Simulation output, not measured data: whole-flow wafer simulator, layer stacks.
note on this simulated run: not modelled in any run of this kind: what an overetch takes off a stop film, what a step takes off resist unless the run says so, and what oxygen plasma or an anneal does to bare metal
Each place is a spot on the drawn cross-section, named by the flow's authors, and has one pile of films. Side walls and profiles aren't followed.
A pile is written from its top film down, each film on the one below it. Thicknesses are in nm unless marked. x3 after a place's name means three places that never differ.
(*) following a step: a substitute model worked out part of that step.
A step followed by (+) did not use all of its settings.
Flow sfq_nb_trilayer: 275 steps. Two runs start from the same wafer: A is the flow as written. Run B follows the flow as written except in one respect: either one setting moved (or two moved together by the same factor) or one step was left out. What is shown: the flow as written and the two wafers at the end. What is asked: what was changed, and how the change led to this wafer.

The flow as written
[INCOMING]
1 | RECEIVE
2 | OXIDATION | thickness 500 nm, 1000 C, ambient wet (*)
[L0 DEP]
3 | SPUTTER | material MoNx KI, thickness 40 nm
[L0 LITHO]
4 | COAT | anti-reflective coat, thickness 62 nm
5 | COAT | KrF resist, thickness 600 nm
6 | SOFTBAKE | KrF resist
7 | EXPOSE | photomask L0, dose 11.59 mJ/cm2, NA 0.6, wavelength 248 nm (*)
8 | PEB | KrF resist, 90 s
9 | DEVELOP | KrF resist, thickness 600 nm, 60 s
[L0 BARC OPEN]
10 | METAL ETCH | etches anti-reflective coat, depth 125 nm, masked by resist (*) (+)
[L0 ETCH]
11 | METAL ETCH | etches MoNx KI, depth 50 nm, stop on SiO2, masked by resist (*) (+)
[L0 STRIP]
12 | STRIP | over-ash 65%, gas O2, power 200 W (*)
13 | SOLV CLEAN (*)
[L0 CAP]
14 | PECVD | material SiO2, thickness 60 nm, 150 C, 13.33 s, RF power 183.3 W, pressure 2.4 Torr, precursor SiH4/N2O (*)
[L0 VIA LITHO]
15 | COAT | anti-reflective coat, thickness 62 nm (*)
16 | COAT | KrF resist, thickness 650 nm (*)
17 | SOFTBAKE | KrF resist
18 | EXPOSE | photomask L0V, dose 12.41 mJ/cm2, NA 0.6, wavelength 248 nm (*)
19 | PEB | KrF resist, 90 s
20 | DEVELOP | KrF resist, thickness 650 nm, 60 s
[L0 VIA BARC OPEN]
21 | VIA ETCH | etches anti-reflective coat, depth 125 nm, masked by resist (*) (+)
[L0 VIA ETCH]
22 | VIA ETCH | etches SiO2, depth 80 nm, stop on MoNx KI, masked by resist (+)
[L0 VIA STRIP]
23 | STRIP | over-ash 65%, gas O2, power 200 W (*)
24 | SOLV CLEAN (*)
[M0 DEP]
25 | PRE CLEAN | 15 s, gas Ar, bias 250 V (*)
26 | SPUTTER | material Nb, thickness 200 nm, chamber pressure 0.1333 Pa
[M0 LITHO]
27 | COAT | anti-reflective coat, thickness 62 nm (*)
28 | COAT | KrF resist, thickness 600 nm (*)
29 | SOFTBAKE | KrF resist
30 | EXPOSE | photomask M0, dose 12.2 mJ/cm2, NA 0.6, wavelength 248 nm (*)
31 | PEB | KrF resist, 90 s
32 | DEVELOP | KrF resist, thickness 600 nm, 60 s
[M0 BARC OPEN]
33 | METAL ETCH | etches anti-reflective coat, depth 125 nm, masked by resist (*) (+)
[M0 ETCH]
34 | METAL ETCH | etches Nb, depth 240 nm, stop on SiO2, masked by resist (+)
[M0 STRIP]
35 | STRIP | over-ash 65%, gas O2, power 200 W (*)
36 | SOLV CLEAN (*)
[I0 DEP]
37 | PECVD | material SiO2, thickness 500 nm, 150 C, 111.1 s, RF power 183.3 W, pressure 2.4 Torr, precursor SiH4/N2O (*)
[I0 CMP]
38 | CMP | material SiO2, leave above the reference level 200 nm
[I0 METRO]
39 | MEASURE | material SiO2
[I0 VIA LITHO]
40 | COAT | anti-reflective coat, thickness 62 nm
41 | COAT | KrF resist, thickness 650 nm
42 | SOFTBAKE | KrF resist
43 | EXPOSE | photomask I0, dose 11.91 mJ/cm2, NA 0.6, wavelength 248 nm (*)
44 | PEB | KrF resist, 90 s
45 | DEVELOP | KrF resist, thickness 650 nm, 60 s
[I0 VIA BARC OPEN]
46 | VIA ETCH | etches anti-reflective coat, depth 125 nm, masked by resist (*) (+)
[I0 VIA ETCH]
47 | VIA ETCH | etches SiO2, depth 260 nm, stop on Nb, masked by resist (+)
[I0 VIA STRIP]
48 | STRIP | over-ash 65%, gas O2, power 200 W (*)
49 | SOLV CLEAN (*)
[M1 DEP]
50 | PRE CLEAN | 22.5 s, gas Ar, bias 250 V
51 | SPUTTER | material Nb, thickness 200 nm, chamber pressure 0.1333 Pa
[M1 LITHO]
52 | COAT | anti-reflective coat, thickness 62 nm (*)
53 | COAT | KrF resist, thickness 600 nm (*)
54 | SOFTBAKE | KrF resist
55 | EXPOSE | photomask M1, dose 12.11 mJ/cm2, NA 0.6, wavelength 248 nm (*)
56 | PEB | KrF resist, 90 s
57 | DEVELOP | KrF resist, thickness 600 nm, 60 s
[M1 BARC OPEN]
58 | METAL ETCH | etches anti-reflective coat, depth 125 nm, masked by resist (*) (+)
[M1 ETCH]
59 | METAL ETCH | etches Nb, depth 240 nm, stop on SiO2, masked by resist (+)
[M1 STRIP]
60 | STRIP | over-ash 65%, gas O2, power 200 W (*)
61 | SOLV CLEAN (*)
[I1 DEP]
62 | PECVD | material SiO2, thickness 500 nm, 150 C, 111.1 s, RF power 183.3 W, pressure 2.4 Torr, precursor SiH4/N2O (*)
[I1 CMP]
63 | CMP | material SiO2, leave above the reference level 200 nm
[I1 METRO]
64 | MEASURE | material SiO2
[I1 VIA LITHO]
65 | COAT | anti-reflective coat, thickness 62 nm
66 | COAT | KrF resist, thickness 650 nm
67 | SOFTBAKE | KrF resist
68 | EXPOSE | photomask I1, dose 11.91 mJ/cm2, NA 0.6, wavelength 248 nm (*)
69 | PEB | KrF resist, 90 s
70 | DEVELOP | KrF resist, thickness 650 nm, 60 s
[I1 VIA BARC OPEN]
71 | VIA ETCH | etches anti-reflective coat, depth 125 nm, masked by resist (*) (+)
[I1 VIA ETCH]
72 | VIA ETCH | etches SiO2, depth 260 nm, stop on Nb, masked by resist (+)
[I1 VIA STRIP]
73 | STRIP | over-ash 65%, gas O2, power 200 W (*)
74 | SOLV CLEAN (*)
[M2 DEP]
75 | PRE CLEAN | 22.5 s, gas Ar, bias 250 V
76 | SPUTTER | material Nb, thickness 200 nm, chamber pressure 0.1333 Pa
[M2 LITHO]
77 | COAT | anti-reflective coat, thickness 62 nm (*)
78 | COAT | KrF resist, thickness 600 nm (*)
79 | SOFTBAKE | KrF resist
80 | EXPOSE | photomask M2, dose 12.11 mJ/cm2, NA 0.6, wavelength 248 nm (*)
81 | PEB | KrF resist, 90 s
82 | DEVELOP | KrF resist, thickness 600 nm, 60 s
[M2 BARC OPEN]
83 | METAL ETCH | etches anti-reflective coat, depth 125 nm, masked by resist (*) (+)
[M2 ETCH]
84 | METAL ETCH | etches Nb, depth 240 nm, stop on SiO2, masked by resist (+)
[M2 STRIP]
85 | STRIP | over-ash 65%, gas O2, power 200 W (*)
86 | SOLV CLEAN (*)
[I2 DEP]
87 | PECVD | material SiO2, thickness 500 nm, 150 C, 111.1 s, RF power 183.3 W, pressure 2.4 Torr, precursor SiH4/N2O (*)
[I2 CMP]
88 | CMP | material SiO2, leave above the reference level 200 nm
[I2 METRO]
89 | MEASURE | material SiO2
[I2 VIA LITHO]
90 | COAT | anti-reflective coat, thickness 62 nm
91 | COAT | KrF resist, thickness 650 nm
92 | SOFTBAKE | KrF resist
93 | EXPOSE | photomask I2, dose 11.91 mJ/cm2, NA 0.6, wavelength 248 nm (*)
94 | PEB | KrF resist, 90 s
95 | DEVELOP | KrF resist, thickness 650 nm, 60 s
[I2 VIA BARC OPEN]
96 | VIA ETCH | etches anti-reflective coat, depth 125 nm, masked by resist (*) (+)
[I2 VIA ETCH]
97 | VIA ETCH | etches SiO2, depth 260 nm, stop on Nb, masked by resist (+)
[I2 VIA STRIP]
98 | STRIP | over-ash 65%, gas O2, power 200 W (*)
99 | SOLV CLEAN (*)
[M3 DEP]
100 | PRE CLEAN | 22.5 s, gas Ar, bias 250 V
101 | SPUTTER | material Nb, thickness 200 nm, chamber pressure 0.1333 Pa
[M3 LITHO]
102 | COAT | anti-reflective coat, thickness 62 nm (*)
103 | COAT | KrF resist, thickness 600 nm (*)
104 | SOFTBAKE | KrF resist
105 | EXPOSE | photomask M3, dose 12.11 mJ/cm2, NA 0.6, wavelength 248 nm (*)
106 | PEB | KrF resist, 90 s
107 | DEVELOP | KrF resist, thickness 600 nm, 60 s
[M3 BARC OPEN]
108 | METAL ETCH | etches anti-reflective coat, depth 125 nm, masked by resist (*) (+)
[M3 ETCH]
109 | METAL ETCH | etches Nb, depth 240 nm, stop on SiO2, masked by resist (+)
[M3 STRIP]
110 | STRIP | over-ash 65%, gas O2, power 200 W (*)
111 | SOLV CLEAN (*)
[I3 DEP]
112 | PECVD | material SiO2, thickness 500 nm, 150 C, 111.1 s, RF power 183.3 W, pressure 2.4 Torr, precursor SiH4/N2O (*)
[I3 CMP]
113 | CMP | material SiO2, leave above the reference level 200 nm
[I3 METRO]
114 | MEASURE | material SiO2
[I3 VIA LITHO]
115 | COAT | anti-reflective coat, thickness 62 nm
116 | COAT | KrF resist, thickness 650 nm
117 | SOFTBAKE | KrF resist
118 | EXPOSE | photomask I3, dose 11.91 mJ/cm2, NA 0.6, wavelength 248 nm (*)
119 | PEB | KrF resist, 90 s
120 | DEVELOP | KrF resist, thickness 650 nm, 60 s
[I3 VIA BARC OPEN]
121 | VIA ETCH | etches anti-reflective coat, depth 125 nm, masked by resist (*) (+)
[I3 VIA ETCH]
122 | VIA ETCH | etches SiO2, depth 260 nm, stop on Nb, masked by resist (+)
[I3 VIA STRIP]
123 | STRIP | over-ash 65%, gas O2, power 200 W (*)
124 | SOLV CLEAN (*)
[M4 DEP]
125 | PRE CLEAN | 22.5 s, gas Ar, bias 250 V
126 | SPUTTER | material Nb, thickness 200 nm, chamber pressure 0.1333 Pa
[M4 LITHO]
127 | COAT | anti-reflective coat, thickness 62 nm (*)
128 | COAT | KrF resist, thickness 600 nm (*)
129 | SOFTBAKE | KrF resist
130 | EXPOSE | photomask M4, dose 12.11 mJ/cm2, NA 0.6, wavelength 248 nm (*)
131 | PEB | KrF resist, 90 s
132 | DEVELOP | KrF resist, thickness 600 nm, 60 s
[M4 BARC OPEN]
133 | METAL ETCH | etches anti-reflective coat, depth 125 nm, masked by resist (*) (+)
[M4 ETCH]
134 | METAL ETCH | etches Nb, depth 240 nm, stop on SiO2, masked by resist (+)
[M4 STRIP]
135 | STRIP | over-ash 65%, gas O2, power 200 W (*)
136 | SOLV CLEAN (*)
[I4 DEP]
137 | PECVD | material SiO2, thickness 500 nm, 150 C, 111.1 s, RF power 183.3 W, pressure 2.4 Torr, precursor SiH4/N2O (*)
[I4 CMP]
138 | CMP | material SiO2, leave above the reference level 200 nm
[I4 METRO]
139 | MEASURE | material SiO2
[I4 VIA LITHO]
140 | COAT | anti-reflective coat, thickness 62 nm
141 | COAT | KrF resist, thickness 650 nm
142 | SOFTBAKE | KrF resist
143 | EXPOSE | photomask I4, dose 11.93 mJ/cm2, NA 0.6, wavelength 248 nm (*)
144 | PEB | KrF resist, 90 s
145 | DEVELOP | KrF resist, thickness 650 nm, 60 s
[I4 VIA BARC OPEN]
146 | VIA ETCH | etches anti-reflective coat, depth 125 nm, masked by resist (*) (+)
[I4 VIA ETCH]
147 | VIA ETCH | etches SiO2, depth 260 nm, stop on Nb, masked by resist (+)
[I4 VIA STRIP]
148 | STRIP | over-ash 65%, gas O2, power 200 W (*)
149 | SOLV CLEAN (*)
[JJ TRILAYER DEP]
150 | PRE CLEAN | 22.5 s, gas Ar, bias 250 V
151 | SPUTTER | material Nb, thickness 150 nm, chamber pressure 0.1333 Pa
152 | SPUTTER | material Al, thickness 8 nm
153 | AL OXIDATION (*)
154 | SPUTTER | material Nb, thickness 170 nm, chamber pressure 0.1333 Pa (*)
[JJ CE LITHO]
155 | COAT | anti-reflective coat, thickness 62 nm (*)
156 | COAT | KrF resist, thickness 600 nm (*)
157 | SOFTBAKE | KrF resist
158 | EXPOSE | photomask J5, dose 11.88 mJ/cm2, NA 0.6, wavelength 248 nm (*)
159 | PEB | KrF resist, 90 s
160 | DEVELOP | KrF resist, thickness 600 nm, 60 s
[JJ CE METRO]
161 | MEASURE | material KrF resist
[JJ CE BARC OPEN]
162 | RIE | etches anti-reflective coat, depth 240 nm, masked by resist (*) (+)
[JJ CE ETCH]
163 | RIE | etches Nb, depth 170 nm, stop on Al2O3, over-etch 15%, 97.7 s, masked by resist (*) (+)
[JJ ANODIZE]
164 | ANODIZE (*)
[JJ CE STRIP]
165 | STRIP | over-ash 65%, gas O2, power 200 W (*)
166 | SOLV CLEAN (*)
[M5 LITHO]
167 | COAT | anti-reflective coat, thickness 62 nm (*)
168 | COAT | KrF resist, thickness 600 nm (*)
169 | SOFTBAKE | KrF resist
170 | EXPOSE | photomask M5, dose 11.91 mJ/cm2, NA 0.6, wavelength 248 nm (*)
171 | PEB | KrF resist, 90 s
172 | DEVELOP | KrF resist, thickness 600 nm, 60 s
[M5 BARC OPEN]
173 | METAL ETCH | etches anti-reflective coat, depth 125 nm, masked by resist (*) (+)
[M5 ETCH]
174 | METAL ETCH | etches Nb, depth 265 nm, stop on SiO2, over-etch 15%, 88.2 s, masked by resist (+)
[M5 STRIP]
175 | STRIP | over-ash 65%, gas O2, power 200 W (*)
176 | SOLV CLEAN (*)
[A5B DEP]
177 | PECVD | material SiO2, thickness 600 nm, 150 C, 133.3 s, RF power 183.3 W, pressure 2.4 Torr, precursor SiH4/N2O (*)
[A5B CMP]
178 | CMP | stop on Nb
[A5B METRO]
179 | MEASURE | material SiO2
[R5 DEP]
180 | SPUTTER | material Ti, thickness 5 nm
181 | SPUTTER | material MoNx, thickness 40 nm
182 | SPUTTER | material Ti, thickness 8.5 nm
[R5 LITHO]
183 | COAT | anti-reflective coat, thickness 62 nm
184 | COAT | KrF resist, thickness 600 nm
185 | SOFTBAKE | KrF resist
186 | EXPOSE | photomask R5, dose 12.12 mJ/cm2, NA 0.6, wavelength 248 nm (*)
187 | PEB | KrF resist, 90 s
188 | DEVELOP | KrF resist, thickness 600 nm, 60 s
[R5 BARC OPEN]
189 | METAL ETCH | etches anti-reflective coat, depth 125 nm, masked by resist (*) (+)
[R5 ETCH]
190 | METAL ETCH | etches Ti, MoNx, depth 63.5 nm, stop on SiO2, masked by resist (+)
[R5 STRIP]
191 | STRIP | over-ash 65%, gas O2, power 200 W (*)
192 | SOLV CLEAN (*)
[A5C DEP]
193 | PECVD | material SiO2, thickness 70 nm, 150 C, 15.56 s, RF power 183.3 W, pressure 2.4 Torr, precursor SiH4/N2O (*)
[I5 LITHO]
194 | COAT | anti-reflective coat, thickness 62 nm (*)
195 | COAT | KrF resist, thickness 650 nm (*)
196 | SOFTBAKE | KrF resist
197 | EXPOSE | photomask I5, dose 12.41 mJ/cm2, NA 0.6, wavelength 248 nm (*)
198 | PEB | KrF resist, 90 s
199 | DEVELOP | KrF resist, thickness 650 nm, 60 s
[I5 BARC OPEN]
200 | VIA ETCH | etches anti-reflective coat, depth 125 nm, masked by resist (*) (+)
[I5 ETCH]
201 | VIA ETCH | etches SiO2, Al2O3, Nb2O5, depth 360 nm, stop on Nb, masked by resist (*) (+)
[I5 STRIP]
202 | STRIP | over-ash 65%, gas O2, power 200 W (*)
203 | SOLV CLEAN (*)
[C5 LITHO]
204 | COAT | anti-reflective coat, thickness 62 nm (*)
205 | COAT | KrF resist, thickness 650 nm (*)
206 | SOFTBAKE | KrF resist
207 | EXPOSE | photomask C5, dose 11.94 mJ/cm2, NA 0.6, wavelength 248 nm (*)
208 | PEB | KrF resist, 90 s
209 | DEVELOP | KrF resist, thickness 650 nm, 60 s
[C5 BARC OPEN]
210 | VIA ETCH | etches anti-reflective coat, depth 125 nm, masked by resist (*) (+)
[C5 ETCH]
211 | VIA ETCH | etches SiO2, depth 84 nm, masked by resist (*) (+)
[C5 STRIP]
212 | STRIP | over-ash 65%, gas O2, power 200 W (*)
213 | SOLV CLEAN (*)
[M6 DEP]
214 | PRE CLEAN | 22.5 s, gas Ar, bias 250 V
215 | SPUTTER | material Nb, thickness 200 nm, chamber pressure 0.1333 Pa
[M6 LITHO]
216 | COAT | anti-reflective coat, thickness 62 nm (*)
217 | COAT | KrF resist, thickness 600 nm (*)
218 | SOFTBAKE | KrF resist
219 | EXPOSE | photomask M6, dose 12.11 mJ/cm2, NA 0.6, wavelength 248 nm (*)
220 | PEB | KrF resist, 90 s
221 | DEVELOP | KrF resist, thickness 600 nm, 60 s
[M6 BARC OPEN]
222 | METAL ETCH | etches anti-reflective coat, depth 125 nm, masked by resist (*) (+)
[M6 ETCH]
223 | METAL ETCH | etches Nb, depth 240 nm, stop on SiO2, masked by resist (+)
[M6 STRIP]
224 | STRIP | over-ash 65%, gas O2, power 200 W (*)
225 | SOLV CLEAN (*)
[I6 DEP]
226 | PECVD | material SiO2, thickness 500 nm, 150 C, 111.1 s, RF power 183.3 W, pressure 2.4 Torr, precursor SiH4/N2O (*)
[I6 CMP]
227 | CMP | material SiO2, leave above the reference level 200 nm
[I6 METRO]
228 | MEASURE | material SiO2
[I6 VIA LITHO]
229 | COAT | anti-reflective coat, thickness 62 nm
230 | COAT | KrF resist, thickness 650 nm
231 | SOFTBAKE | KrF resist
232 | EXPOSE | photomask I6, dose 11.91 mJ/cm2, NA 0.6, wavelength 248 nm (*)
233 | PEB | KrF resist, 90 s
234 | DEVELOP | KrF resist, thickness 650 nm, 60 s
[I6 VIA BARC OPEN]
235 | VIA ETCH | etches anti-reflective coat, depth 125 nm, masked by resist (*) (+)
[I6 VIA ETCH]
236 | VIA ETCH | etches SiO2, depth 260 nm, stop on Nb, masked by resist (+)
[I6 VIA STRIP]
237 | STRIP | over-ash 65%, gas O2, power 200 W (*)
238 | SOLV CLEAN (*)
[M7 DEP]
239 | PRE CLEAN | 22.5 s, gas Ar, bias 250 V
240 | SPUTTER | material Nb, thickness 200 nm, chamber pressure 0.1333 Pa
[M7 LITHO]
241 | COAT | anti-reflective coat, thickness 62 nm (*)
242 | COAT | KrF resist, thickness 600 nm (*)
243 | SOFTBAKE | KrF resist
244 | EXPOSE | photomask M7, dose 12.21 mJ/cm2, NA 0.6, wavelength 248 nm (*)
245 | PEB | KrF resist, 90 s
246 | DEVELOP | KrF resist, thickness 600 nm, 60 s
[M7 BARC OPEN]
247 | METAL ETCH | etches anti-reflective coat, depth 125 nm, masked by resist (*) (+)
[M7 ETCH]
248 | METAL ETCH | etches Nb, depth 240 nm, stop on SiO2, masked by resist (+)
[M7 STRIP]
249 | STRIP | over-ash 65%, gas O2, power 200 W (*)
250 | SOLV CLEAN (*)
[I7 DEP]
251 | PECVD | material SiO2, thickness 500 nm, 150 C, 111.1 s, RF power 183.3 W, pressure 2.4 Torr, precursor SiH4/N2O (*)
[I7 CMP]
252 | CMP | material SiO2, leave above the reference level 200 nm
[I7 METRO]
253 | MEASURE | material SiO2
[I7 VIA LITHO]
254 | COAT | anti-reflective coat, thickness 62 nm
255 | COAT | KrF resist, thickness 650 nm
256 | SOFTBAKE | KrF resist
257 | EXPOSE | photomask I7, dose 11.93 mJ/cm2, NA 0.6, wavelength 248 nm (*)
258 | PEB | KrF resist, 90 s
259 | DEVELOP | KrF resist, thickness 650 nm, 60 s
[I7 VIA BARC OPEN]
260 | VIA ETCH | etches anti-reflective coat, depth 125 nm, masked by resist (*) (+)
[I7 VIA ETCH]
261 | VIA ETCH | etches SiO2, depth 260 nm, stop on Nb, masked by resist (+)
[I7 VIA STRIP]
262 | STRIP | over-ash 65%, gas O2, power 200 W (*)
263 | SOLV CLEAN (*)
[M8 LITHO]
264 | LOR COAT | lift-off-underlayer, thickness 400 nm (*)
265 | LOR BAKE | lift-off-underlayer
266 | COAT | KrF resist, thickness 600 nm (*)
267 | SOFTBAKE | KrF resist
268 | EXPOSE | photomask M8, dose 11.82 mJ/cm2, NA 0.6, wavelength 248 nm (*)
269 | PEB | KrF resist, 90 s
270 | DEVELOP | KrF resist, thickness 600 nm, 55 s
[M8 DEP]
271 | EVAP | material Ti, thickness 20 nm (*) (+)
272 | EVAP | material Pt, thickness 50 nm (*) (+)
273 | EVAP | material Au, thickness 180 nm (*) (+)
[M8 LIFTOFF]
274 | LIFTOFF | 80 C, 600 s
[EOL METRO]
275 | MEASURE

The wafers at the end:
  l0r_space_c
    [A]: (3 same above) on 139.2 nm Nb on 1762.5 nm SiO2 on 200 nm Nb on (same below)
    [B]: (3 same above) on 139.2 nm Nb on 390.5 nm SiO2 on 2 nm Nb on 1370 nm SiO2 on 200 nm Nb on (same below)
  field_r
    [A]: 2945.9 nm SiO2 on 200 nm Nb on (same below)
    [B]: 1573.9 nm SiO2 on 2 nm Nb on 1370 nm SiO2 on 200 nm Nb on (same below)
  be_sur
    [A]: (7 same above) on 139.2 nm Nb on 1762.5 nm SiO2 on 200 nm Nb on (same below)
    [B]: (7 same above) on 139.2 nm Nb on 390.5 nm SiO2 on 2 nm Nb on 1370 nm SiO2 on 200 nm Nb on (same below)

Cause: step 134, METAL ETCH: depth 198 nm was run, while the flow as written has depth 240 nm.

Step by step, how the change led to this:
  134 | METAL ETCH | etches Nb, depth 240 nm, stop on SiO2, masked by resist (+)
      field_l, be, be_sur and 64 more: A -200 Nb (all of it) | B -198 Nb
      v_sur, via_wl, via_w and 36 more: A -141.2 KrF resist | B -116.5 KrF resist
  135 | STRIP | over-ash 65%, gas O2, power 200 W (*)
      p4_fl, p4_fm, p4_w1 and 26 more: A -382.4 KrF resist (all of it), -62 anti-reflective coat (all of it) | B -407.1 KrF resist (all of it), -62 anti-reflective coat (all of it)
      ln_m5, lsp_m: A -381.9 KrF resist (all of it), -61.8 anti-reflective coat (all of it) | B -406.6 KrF resist (all of it), -61.8 anti-reflective coat (all of it)
      (as well as at 8 more places)
  137 | PECVD | material SiO2, thickness 500 nm, 150 C, 111.1 s, RF power 183.3 W, pressure 2.4 Torr, precursor SiH4/N2O (*)
      field_l, be, be_sur and 55 more: A +500 SiO2 | B +500 SiO2 (new film)
      p3_s0, p3_s1, p3_s2, p3_s3, p3_s4, p3_s5: A +557.1 SiO2 | B +555.1 SiO2 (new film)
      (as well as at 3 more places)
  138 | CMP | material SiO2, leave above the reference level 200 nm
      lsp_r, l0_sur, l0v: A -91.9 SiO2 | B -94 SiO2
With metal films that touch counted as one body, l0r_space_c has 3 bodies (between them, from the top down: SiO2 390.5; SiO2 1370); the flow as written gives 2 bodies (between them, from the top down: SiO2 1762.5).
With metal films that touch counted as one body, field_r has 2 bodies (between them, from the top down: SiO2 1370); the flow as written gives 1 body.
With metal films that touch counted as one body, be_sur has 5 bodies (between them, from the top down: SiO2 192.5; SiO2 209 / Al2O3 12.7 / Nb2O5 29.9; SiO2 390.5; SiO2 1370); the flow as written gives 4 bodies (between them, from the top down: SiO2 192.5; SiO2 209 / Al2O3 12.7 / Nb2O5 29.9; SiO2 1762.5).
